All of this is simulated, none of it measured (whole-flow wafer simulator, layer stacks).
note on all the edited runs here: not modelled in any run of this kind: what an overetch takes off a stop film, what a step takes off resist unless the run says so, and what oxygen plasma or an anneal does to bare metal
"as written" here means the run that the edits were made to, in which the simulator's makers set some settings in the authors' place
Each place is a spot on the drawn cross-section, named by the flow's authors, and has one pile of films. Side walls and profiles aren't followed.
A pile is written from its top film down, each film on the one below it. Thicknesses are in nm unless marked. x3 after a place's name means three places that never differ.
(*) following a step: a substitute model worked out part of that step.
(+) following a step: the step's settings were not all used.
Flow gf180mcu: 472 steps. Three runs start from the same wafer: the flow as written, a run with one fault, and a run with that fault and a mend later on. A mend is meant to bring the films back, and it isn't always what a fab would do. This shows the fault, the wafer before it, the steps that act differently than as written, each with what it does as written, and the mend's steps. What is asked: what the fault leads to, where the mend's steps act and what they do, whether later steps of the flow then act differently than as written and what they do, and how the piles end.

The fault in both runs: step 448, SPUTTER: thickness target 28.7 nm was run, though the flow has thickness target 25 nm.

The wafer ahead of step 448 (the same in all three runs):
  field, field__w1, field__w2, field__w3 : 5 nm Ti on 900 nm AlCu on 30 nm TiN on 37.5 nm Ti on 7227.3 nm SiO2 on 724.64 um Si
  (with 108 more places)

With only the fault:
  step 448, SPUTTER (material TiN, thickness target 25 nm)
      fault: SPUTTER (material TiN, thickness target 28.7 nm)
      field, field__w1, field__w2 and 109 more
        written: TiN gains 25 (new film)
        fault: TiN gains 28.7 (new film)
  Later steps of the flow acting differently than as written (4 other steps are not shown; they differ only slightly, by no more than 2% or 0.5 nm, whichever is larger):
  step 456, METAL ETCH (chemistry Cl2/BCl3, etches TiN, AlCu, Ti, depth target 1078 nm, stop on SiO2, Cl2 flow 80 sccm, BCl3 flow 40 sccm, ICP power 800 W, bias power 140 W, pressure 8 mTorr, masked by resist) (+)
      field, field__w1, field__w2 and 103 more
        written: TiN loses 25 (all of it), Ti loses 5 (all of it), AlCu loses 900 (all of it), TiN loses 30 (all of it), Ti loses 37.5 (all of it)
        fault: TiN loses 28.7 (all of it), Ti loses 5 (all of it), AlCu loses 900 (all of it), TiN loses 30 (all of it), Ti loses 37.5 (all of it)
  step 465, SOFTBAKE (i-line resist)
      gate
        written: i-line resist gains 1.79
        fault: i-line resist loses 0.34
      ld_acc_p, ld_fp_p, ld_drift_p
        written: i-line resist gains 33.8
        fault: i-line resist gains 27
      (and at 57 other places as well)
  At field__w8, contact, m1, m1__w1, pad, m1_nw, the piles at the end differ from the flow's by more than 2% or 0.5 nm, whichever is larger.
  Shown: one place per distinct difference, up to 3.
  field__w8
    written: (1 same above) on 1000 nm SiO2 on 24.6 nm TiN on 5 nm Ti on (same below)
    fault: (1 same above) on 1000 nm SiO2 on 28.3 nm TiN on 5 nm Ti on (same below)
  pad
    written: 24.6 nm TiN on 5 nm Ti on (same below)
    fault: 28.3 nm TiN on 5 nm Ti on (same below)

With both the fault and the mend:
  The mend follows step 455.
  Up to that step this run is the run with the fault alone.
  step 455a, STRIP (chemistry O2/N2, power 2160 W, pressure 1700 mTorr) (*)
      field__w8, contact, m1, m1__w1, pad, m1_nw
        resist loses 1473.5 (all of it)
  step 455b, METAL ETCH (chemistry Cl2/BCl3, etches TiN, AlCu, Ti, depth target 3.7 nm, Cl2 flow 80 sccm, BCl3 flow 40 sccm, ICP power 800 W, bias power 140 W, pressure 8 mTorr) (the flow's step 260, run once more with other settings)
      field, field__w1, field__w2 and 109 more
        TiN loses 3.7
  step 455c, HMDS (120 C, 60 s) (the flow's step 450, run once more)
      does not change any film at any place that is followed
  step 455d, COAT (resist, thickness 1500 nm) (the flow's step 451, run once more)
      field, field__w1, field__w2 and 109 more
        resist gains 1500 (new film)
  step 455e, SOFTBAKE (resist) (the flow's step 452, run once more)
      does not change any film at any place that is followed
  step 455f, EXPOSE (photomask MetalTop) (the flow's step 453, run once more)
      does not change any film at any place that is followed
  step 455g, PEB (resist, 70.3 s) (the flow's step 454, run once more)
      field, field__w1, field__w2 and 109 more
        resist loses 26.5
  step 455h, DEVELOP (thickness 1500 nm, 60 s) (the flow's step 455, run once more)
      field, field__w1, field__w2 and 103 more
        resist loses 1473.5 (all of it)
  Every later step of the flow that is run acts as written at every place that is followed.
  By the end, the piles equal the flow's at every place that both follow.
